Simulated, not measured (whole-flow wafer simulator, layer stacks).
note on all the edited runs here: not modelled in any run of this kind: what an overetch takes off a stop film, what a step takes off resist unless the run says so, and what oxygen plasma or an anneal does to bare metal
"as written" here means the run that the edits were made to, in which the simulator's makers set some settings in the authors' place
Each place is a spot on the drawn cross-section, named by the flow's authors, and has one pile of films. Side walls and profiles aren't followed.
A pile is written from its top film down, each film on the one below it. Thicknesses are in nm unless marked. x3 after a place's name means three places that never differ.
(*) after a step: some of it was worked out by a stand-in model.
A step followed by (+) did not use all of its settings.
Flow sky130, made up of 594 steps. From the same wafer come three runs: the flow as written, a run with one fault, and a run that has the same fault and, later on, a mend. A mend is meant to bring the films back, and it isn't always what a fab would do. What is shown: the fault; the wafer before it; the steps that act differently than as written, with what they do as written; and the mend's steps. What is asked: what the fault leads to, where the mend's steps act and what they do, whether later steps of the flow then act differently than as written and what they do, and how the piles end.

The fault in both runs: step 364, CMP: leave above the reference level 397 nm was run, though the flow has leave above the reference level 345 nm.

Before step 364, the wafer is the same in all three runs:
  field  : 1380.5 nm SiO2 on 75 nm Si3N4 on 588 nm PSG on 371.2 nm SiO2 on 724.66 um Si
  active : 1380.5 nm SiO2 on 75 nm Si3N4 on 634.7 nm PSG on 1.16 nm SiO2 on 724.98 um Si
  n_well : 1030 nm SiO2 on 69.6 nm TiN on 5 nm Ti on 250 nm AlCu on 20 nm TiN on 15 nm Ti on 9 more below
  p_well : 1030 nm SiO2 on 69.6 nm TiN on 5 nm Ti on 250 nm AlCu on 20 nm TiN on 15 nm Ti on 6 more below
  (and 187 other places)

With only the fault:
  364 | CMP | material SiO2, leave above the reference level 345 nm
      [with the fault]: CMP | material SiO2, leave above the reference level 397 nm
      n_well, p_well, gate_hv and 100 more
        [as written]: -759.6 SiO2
        [with the fault]: -707.6 SiO2
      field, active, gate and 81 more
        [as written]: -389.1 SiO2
        [with the fault]: -337.1 SiO2
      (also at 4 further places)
  Steps further on in the flow that do not act as written (9 other steps are not shown; they differ only slightly, by no more than 2% or 0.5 nm, whichever is larger):
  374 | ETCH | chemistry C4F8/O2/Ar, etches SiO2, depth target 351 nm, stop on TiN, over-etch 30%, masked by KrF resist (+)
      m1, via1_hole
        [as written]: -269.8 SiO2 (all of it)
        [with the fault]: -321.8 SiO2 (all of it)
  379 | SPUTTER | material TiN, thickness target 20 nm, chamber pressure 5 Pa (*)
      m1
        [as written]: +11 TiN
        [with the fault]: +10 TiN
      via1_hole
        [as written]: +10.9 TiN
        [with the fault]: +10 TiN
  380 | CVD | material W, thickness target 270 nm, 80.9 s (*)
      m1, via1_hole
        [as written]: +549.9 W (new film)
        [with the fault]: +602.8 W (new film)
  At n_well, p_well, gate_hv and 111 more, the piles at the end differ from the flow's by more than 2% or 0.5 nm, whichever is larger.
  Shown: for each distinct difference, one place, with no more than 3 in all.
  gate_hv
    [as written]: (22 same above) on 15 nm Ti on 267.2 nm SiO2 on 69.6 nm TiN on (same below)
    [with the fault]: (22 same above) on 15 nm Ti on 319.2 nm SiO2 on 69.6 nm TiN on (same below)
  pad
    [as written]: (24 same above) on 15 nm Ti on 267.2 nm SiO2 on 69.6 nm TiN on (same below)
    [with the fault]: (24 same above) on 15 nm Ti on 319.2 nm SiO2 on 69.6 nm TiN on (same below)
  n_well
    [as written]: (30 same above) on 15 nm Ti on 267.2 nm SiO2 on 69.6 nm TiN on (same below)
    [with the fault]: (30 same above) on 15 nm Ti on 319.2 nm SiO2 on 69.6 nm TiN on (same below)

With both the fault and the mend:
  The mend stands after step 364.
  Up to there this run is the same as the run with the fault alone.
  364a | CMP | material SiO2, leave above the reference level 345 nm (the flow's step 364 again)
      field, active, n_well and 188 more
        -52 SiO2
  Every later step of the flow that is run acts as written at every place that is followed.
  At every place that both follow, the piles at the end match the flow's.
